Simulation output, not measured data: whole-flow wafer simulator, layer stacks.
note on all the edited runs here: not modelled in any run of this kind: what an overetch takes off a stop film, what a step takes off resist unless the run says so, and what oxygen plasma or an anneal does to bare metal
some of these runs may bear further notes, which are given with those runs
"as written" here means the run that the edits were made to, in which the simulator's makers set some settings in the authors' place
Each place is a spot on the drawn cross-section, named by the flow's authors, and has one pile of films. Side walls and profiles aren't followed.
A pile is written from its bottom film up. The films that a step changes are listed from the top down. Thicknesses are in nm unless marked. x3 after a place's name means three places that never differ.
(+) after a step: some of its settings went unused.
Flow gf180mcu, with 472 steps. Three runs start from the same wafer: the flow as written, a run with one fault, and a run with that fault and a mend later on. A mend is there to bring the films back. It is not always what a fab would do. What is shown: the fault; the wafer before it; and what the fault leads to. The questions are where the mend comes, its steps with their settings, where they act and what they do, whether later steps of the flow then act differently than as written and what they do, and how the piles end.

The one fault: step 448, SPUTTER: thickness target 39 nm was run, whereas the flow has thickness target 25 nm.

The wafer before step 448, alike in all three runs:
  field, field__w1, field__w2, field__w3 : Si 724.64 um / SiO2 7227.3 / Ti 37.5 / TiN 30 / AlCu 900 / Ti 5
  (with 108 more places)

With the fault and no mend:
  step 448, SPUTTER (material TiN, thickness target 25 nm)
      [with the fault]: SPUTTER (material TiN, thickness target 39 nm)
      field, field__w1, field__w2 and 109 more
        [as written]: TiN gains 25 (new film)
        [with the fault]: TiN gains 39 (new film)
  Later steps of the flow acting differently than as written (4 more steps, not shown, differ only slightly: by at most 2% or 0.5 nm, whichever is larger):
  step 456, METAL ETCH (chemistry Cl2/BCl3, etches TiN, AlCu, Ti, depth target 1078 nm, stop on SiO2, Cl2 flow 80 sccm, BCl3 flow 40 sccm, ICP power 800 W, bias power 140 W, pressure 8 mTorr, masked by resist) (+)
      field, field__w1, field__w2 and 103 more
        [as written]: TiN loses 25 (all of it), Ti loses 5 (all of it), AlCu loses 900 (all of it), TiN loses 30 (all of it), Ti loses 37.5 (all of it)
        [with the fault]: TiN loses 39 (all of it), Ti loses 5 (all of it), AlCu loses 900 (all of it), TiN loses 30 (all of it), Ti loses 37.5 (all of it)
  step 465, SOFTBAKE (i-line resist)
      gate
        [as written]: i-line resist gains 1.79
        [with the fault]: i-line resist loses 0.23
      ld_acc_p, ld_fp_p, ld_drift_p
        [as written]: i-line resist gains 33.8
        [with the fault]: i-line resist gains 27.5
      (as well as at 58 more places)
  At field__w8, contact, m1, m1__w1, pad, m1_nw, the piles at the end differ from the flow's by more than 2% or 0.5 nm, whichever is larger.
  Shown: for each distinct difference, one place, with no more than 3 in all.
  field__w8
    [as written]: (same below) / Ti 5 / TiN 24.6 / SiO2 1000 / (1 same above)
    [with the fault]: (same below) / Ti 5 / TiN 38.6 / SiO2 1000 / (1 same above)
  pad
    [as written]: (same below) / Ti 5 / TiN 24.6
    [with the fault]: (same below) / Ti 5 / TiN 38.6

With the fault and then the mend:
  The mend stands after step 448.
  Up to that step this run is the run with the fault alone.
  step 448a, METAL ETCH (chemistry Cl2/BCl3, etches TiN, AlCu, Ti, depth target 14 nm, Cl2 flow 80 sccm, BCl3 flow 40 sccm, ICP power 800 W, bias power 140 W, pressure 8 mTorr) (the flow's step 260 again, with other settings)
      field, field__w1, field__w2 and 109 more
        TiN loses 14
  Later steps of the flow that are run all act as written at every place that is followed.
  At every place that both follow, the piles at the end match the flow's.
